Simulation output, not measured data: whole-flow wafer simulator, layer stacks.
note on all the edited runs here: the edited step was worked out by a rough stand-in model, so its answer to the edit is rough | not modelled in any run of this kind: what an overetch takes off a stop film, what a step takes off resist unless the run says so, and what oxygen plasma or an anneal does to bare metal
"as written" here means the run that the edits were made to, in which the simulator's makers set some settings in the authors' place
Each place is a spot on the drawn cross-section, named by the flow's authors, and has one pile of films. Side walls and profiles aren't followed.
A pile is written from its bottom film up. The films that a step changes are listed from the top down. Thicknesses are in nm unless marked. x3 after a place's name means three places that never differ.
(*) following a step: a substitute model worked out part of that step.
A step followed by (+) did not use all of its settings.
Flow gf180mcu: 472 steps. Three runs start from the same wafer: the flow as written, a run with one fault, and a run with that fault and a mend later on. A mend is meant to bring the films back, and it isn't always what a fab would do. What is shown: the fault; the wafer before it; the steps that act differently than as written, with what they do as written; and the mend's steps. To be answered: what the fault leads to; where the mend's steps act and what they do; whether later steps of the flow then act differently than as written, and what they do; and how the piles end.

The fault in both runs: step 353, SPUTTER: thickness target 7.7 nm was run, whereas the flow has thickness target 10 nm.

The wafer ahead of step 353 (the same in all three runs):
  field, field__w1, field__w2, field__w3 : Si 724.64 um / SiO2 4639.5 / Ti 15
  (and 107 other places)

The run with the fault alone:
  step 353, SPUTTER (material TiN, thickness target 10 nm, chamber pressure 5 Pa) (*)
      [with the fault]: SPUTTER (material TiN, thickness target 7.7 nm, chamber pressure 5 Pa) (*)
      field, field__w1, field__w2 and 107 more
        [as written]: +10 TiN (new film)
        [with the fault]: +7.7 TiN (new film)
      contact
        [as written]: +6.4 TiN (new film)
        [with the fault]: +4.93 TiN (new film)
  Later steps of the flow acting differently than as written (1 other step is not shown; it differs only slightly, by no more than 2% or 0.5 nm, whichever is larger):
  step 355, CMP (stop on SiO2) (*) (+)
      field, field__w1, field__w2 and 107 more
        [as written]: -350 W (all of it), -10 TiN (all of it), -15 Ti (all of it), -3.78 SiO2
        [with the fault]: -350 W (all of it), -7.7 TiN (all of it), -15 Ti (all of it), -3.76 SiO2
  The piles end different from the flow's at contact by more than 2% or 0.5 nm, whichever is larger.
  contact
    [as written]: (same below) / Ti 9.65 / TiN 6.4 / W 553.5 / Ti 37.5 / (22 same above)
    [with the fault]: (same below) / Ti 9.65 / TiN 4.93 / W 555 / Ti 37.5 / (22 same above)

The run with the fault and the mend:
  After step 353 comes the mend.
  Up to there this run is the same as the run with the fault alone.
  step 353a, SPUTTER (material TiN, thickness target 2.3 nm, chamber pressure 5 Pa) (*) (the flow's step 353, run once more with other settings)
      field, field__w1, field__w2 and 107 more
        +2.3 TiN
      contact
        +1.47 TiN
  Every later step of the flow that is run acts as written at every place that is followed.
  By the end, the piles equal the flow's at every place that both follow.
